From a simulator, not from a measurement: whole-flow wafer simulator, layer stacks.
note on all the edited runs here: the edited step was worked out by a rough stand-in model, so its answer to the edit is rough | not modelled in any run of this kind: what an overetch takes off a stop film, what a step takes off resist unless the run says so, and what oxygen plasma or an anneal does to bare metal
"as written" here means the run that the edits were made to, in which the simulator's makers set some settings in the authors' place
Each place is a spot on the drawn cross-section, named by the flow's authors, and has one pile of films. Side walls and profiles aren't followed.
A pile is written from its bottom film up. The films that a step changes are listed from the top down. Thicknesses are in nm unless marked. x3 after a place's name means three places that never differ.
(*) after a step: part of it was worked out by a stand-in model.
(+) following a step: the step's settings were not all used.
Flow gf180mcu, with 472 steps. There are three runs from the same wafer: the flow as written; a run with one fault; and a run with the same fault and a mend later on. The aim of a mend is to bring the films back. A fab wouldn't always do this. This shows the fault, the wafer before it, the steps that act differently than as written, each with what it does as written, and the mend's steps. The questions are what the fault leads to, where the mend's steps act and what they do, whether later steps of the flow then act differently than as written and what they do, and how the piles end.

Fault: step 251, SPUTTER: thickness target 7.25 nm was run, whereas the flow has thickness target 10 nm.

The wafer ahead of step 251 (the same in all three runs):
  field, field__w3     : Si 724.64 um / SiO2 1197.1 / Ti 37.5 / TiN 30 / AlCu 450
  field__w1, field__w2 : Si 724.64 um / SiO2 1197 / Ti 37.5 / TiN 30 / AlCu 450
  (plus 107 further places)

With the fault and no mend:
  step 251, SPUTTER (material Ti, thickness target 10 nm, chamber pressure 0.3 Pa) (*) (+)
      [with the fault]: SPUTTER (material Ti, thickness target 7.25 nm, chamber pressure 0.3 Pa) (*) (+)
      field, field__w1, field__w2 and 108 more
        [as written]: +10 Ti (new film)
        [with the fault]: +7.25 Ti (new film)
  Steps further on in the flow that do not act as written (5 other steps are not shown; they differ only slightly, by no more than 2% or 0.5 nm, whichever is larger):
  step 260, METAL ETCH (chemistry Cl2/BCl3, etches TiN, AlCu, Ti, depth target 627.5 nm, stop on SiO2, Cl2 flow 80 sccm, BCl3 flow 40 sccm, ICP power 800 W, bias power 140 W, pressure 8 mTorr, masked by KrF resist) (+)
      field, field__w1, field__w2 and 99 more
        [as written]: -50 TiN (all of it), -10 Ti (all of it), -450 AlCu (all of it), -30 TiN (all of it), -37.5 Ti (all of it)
        [with the fault]: -50 TiN (all of it), -7.25 Ti (all of it), -450 AlCu (all of it), -30 TiN (all of it), -37.5 Ti (all of it)
  By the end, the piles at field__w8, contact, m1 and 6 more depart from the flow's by more than 2% or 0.5 nm, whichever is larger.
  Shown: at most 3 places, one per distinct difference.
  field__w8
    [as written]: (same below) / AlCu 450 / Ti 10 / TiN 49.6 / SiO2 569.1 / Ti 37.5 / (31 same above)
    [with the fault]: (same below) / AlCu 450 / Ti 7.25 / TiN 49.6 / SiO2 571.9 / Ti 37.5 / (31 same above)
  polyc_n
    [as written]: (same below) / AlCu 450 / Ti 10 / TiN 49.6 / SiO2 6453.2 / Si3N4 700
    [with the fault]: (same below) / AlCu 450 / Ti 7.25 / TiN 49.6 / SiO2 6455.9 / Si3N4 700
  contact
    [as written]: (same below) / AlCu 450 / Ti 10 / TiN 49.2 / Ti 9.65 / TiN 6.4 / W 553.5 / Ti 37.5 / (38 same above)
    [with the fault]: (same below) / AlCu 450 / Ti 7.25 / TiN 49.2 / Ti 9.64 / TiN 6.39 / W 556.3 / Ti 37.5 / (38 same above)

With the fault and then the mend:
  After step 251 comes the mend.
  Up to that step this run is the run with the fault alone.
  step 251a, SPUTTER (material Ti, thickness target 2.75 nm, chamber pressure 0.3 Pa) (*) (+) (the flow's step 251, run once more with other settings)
      field, field__w1, field__w2 and 108 more
        +2.75 Ti
  Every later step of the flow that is run acts as written at every place that is followed.
  At every place that both follow, the piles at the end match the flow's.
